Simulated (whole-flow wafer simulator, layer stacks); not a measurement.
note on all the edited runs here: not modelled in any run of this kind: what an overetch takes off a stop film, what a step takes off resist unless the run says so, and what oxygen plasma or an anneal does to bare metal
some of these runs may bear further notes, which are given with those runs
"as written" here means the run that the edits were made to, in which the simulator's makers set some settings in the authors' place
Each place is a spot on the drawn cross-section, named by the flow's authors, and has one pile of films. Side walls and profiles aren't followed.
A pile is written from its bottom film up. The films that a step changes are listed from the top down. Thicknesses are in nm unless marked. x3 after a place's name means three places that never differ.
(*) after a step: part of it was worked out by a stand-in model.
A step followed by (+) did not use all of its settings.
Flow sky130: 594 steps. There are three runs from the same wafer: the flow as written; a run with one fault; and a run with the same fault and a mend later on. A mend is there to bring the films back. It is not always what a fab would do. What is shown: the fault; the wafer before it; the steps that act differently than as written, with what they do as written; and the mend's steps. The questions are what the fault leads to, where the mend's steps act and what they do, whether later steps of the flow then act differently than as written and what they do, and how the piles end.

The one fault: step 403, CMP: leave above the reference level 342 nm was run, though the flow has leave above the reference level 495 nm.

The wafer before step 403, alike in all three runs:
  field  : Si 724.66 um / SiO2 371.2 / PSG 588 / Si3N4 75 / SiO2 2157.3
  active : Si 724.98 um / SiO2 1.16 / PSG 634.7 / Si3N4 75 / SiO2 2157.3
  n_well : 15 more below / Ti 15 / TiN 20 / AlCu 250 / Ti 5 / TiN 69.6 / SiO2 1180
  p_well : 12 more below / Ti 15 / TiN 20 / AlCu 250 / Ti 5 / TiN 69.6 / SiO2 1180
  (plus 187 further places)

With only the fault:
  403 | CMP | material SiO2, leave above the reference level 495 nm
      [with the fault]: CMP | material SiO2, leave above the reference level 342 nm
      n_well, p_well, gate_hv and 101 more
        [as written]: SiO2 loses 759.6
        [with the fault]: SiO2 loses 912.6
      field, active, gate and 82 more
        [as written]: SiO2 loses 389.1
        [with the fault]: SiO2 loses 542.1
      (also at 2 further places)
  Steps later in the flow that act otherwise than as written (1 other step is not shown; it differs only slightly, by no more than 2% or 0.5 nm, whichever is larger):
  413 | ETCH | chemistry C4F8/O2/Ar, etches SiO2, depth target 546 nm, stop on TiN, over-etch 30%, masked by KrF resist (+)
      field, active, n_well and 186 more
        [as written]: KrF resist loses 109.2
        [with the fault]: KrF resist loses 69.5
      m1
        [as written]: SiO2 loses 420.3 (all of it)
        [with the fault]: SiO2 loses 267.3 (all of it)
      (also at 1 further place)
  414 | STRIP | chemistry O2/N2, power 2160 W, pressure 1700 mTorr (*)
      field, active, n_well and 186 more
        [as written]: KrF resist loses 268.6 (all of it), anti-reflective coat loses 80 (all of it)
        [with the fault]: KrF resist loses 308.3 (all of it), anti-reflective coat loses 80 (all of it)
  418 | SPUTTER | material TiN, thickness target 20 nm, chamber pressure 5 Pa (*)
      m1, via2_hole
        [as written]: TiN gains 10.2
        [with the fault]: TiN gains 12.4
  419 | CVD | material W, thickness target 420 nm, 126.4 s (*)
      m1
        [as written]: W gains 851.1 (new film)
        [with the fault]: W gains 695.9 (new film)
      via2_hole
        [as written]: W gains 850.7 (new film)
        [with the fault]: W gains 695.5 (new film)
  At field, active, n_well and 190 more, the piles at the end differ from the flow's by more than 2% or 0.5 nm, whichever is larger.
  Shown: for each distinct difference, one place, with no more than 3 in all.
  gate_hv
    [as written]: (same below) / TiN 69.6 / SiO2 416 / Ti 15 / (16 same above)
    [with the fault]: (same below) / TiN 69.6 / SiO2 263 / Ti 15 / (16 same above)
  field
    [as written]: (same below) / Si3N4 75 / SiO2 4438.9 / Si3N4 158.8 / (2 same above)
    [with the fault]: (same below) / Si3N4 75 / SiO2 4285.9 / Si3N4 158.8 / (2 same above)
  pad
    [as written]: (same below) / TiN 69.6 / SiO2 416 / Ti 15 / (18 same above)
    [with the fault]: (same below) / TiN 69.6 / SiO2 263 / Ti 15 / (18 same above)

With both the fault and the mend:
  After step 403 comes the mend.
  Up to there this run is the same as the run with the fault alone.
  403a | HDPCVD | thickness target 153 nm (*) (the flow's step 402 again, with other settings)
      field, active, n_well and 188 more
        SiO2 gains 153
  Later steps of the flow that are run all act as written at every place that is followed, up to a difference of at most 2% or 0.5 nm, whichever is larger.
  At every place that both follow, the piles at the end match the flow's.
